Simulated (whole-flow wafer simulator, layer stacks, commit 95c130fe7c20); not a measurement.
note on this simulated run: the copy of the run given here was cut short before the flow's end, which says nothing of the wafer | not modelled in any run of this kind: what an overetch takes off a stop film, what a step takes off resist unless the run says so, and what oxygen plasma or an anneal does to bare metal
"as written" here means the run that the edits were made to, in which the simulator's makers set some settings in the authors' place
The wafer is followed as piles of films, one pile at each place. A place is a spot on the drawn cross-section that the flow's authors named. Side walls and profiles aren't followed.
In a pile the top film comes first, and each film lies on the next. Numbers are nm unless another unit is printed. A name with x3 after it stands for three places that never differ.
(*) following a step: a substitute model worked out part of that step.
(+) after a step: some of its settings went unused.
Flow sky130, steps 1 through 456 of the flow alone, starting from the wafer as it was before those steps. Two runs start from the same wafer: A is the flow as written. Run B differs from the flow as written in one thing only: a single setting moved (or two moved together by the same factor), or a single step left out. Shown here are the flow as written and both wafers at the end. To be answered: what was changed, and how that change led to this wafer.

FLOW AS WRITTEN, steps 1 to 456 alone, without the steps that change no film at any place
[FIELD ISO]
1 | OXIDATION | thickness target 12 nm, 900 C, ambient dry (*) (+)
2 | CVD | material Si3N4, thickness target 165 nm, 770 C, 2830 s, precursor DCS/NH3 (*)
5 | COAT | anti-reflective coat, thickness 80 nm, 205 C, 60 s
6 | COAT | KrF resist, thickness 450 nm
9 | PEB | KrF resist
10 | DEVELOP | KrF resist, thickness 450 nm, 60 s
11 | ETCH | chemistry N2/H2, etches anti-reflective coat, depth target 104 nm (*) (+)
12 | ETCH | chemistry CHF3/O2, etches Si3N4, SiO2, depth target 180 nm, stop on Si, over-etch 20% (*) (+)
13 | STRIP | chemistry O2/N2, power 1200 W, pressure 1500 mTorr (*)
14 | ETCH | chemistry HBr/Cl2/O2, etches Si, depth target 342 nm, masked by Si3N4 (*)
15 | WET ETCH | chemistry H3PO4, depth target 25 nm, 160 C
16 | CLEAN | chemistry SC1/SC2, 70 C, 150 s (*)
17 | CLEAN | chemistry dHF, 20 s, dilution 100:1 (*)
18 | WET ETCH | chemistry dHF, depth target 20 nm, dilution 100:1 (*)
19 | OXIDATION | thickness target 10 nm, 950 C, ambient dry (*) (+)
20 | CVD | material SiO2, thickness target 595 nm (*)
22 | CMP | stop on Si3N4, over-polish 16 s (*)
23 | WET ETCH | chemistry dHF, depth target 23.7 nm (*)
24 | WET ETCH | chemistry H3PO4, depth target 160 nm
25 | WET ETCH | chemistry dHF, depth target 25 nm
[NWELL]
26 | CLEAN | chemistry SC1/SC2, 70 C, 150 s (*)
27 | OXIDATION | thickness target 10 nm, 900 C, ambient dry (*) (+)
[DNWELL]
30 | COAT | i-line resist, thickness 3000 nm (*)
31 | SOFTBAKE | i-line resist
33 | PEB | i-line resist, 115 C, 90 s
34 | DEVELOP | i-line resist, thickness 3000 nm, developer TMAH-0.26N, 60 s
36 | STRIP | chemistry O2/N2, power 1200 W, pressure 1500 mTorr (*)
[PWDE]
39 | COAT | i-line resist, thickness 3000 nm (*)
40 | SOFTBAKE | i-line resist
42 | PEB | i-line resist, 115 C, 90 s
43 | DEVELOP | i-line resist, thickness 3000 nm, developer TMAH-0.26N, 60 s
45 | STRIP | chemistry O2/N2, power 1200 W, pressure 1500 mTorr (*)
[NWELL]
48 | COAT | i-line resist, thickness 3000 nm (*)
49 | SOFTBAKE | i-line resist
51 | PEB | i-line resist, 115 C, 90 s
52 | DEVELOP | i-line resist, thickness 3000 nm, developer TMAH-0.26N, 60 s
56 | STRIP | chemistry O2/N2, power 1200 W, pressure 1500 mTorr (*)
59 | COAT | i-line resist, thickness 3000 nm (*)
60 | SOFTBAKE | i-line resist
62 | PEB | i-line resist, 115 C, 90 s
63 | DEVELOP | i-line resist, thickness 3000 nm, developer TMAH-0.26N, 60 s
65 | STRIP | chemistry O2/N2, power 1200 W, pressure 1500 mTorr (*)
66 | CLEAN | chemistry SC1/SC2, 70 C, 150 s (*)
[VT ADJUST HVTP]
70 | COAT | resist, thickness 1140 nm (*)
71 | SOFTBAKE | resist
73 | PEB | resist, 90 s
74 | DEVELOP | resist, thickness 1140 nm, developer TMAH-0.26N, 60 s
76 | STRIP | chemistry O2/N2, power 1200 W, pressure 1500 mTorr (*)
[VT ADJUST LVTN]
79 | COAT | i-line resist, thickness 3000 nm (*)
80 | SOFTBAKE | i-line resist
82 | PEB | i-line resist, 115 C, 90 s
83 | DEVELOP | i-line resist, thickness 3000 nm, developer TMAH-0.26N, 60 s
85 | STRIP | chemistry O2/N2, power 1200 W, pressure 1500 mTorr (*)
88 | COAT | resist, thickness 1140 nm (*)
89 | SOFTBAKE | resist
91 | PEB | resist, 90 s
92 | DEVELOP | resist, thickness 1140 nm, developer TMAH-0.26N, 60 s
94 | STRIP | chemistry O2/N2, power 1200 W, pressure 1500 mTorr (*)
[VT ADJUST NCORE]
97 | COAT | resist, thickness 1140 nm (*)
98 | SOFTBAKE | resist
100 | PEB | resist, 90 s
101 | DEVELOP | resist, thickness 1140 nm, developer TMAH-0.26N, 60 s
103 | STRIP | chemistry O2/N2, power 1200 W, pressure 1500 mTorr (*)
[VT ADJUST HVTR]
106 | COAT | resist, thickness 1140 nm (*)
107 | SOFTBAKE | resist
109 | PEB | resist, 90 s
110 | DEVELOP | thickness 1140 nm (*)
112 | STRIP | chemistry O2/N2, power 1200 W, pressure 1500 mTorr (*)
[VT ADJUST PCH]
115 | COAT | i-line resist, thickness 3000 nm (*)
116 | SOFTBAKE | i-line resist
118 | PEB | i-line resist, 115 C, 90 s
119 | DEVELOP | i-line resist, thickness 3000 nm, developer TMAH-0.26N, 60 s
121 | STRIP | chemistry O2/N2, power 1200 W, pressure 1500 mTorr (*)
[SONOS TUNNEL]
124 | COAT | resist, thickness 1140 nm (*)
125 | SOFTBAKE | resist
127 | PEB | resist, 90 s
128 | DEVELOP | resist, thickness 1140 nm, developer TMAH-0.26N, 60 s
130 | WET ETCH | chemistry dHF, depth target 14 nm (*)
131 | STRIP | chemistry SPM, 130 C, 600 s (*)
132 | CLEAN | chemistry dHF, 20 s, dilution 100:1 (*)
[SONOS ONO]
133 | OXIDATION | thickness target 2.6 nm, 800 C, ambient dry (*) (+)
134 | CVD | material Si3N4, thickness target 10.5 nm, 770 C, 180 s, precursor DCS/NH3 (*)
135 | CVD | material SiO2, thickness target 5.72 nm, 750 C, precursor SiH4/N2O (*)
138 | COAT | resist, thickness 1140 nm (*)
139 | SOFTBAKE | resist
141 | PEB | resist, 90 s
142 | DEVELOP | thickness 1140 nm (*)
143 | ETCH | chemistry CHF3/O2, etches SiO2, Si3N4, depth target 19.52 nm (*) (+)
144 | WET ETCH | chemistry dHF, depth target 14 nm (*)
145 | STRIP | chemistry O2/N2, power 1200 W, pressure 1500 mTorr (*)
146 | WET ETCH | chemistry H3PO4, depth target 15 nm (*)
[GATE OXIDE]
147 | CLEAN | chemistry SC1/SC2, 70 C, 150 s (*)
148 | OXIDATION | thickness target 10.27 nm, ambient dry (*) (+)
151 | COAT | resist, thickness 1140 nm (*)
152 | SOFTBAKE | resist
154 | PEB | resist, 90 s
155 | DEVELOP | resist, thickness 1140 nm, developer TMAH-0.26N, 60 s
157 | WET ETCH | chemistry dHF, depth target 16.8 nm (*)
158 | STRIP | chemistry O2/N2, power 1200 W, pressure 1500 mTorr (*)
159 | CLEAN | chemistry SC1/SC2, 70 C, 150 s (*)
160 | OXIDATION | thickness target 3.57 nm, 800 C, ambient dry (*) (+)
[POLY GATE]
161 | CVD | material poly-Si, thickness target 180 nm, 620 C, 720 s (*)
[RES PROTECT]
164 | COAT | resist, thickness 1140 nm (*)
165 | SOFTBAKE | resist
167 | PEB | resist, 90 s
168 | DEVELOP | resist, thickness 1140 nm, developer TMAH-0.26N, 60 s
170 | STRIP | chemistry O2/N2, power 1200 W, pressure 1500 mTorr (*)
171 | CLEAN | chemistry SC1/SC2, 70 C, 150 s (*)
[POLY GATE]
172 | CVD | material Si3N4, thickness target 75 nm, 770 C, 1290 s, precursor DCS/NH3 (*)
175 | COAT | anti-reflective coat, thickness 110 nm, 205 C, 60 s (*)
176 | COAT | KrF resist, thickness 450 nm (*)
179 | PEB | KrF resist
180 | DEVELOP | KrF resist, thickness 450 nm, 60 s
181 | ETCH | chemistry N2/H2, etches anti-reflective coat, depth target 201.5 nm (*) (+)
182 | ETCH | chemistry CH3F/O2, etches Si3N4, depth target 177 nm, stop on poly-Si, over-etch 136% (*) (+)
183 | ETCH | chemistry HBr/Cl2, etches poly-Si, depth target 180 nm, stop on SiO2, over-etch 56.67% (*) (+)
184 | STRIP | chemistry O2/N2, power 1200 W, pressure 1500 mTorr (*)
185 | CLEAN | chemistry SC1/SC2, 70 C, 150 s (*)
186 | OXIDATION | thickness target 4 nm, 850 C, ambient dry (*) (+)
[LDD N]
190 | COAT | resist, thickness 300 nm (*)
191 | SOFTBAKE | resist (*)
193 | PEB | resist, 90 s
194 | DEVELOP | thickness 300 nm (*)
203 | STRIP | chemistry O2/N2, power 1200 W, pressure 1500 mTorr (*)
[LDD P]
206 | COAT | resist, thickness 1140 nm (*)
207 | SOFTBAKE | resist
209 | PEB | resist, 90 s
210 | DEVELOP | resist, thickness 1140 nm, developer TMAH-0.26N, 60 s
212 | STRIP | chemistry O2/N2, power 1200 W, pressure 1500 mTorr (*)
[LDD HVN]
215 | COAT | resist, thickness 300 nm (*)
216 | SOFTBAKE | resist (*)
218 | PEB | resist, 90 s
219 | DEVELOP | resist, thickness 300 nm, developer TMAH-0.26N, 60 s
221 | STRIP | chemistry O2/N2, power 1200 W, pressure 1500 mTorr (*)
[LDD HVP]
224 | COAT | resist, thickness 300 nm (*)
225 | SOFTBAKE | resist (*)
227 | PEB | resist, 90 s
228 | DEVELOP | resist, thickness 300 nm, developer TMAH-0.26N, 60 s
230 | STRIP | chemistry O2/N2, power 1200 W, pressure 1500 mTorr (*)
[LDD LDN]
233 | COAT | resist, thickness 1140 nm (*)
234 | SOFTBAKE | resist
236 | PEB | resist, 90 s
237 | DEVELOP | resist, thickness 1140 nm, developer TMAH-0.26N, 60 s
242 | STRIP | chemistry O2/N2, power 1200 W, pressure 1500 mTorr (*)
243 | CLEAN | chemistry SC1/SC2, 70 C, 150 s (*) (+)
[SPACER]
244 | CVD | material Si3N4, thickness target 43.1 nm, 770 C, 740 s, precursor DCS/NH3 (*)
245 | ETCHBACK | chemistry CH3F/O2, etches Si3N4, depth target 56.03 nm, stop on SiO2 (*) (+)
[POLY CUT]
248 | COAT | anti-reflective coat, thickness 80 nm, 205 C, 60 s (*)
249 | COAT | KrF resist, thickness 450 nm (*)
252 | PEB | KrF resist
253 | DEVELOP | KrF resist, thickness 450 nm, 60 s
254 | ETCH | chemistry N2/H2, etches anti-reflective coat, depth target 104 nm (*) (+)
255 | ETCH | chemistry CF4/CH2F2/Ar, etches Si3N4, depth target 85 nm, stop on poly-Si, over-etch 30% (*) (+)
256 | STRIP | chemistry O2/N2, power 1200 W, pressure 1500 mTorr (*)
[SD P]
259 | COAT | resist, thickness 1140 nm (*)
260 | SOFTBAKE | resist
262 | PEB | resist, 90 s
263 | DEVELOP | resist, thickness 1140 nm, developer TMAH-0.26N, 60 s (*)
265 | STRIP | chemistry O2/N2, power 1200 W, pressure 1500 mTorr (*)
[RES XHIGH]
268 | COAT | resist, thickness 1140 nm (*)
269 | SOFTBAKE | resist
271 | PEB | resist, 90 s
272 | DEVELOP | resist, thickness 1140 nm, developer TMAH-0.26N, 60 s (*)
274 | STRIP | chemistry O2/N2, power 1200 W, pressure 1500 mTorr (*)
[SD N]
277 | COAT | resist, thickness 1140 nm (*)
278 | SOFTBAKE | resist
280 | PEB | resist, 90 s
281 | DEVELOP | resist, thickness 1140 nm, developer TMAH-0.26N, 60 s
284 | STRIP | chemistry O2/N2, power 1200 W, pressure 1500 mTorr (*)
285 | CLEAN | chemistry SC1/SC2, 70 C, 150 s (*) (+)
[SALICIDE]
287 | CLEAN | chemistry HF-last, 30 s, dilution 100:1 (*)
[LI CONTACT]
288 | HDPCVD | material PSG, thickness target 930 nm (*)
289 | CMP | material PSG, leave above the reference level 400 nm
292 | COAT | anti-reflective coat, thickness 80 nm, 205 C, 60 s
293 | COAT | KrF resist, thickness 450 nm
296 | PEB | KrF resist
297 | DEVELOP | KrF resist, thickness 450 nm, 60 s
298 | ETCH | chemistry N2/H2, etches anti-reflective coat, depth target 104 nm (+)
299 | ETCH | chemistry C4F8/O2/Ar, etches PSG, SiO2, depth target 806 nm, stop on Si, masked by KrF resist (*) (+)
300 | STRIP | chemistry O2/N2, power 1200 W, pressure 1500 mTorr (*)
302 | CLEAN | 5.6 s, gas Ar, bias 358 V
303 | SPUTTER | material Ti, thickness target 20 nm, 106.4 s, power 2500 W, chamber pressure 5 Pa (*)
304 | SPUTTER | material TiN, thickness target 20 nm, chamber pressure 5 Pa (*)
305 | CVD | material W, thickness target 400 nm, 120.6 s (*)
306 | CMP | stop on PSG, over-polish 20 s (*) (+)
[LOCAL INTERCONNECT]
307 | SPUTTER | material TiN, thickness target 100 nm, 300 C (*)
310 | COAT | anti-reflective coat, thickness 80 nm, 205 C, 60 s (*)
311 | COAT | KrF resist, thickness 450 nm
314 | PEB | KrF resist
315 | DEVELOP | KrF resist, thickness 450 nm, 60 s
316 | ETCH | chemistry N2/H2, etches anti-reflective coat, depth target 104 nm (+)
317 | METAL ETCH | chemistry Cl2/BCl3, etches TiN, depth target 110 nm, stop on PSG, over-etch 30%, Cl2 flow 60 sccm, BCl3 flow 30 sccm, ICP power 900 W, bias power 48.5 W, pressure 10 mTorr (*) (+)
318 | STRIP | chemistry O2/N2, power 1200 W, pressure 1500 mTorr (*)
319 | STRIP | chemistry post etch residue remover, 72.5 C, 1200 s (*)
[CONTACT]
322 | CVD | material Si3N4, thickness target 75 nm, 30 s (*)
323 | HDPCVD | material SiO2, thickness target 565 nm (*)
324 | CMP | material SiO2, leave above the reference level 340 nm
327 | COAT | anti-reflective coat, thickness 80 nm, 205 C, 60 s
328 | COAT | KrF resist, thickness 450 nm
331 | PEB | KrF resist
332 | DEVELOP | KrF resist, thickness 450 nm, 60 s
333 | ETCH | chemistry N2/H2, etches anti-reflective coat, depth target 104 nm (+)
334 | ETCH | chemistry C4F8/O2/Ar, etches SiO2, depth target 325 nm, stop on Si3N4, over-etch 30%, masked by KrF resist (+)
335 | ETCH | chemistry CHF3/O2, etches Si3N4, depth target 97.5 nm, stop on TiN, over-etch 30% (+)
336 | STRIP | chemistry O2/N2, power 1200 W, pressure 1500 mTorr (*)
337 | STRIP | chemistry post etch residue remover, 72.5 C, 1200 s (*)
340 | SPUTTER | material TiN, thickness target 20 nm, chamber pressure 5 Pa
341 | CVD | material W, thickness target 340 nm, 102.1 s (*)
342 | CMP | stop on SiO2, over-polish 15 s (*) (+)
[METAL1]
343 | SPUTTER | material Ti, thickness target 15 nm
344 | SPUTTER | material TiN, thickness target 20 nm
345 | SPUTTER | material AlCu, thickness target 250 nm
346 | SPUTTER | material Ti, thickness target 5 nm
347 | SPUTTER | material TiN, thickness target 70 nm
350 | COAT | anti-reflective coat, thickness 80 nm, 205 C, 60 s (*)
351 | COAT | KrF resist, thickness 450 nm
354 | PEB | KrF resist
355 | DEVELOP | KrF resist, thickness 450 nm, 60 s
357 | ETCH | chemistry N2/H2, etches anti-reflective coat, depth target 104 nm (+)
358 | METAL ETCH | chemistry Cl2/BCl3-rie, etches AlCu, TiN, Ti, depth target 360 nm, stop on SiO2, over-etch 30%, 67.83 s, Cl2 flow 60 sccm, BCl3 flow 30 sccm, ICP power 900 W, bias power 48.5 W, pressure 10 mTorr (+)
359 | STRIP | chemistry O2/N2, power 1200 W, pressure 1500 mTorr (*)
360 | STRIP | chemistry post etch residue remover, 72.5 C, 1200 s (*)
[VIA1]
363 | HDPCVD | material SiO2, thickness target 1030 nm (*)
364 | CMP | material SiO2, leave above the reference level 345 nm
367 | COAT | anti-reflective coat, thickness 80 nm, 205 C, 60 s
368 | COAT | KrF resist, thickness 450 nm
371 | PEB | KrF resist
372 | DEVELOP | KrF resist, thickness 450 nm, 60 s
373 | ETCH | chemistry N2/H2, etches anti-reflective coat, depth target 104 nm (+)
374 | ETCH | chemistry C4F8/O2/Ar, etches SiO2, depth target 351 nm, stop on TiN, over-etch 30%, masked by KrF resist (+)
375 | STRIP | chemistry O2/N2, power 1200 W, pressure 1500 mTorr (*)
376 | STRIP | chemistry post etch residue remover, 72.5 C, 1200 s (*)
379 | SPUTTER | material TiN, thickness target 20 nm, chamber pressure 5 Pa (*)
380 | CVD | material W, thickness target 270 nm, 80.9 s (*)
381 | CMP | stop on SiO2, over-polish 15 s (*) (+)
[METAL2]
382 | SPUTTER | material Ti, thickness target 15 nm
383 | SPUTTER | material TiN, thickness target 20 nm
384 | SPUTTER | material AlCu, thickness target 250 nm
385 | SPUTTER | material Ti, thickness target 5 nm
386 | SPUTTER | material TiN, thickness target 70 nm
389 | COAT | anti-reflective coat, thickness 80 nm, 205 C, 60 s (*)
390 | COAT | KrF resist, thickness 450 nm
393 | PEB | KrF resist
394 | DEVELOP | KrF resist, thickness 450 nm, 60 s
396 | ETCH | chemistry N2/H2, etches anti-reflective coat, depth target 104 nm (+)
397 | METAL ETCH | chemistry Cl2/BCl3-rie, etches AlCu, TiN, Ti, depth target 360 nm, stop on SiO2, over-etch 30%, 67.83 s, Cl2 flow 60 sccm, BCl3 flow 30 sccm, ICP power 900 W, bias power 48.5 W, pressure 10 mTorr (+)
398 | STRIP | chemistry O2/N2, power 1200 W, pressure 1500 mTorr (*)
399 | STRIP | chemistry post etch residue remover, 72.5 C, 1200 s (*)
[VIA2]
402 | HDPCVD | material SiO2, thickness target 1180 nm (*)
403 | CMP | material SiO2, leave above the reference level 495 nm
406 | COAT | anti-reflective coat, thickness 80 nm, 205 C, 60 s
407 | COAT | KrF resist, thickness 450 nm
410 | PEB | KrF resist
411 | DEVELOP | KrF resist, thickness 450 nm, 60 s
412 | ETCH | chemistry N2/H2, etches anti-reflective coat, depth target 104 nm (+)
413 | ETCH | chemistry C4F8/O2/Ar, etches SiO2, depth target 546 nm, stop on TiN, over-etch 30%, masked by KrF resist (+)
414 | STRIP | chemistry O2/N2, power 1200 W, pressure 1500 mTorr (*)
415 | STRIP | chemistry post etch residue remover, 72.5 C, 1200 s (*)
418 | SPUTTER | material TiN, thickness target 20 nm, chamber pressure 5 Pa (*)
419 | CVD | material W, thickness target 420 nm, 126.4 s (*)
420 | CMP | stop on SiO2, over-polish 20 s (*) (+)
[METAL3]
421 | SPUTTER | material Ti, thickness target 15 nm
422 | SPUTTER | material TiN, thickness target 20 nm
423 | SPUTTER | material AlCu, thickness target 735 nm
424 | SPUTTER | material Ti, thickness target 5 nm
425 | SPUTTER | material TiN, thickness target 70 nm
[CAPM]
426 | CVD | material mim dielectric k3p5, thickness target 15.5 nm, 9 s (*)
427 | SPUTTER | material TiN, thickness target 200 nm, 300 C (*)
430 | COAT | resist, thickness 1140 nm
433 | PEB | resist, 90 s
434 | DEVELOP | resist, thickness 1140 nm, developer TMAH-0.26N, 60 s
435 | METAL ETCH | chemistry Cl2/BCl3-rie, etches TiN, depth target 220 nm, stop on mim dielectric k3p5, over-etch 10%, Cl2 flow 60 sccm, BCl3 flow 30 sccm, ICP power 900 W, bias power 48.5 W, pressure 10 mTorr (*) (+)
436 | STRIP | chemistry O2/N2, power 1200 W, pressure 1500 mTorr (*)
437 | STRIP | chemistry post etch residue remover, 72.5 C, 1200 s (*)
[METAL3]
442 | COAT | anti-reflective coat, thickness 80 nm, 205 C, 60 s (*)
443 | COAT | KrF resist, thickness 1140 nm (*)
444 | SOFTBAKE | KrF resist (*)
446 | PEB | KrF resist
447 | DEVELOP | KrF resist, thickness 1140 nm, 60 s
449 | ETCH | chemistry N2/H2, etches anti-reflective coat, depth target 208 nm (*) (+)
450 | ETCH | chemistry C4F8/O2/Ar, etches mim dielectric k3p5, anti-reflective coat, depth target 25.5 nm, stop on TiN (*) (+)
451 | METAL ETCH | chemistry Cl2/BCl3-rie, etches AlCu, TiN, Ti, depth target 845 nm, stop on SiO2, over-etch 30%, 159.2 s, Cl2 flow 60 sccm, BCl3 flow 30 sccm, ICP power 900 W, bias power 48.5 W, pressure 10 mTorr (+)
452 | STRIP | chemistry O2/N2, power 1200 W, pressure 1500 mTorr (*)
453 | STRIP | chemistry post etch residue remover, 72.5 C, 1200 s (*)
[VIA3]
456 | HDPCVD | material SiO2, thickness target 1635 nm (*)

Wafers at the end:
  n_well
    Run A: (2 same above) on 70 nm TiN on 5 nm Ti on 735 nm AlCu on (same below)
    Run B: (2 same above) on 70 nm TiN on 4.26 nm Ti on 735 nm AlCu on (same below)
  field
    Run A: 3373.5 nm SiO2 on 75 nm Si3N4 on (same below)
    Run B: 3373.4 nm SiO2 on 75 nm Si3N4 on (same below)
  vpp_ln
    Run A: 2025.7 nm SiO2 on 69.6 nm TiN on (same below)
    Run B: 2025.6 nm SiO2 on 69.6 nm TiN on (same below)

Cause: step 424, SPUTTER: thickness target 4.26 nm was run, while the flow as written has thickness target 5 nm.
One can read it off the wafer: n_well has Ti 4.26, and step 424 as written asks for 5 nm.

The path from the change to this, step by step:
  424 | SPUTTER | material Ti, thickness target 5 nm
      field, active, n_well and 188 more: A +5 Ti (new film) | B +4.26 Ti (new film)
  451 | METAL ETCH | chemistry Cl2/BCl3-rie, etches AlCu, TiN, Ti, depth target 845 nm, stop on SiO2, over-etch 30%, 159.2 s, Cl2 flow 60 sccm, BCl3 flow 30 sccm, ICP power 900 W, bias power 48.5 W, pressure 10 mTorr (+)
      field, active, gate and 69 more: A -70 TiN (all of it), -5 Ti (all of it), -735 AlCu (all of it), -20 TiN (all of it), -15 Ti (all of it), -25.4 SiO2 | B -70 TiN (all of it), -4.26 Ti (all of it), -735 AlCu (all of it), -20 TiN (all of it), -15 Ti (all of it), -25.4 SiO2
      vpp_ln, vpp_iso2, ndiff_ln and 10 more: A -70 TiN (all of it), -5 Ti (all of it), -735 AlCu (all of it), -20 TiN (all of it), -15 Ti (all of it), -25.3 SiO2 | B -70 TiN (all of it), -4.26 Ti (all of it), -735 AlCu (all of it), -20 TiN (all of it), -15 Ti (all of it), -25.4 SiO2
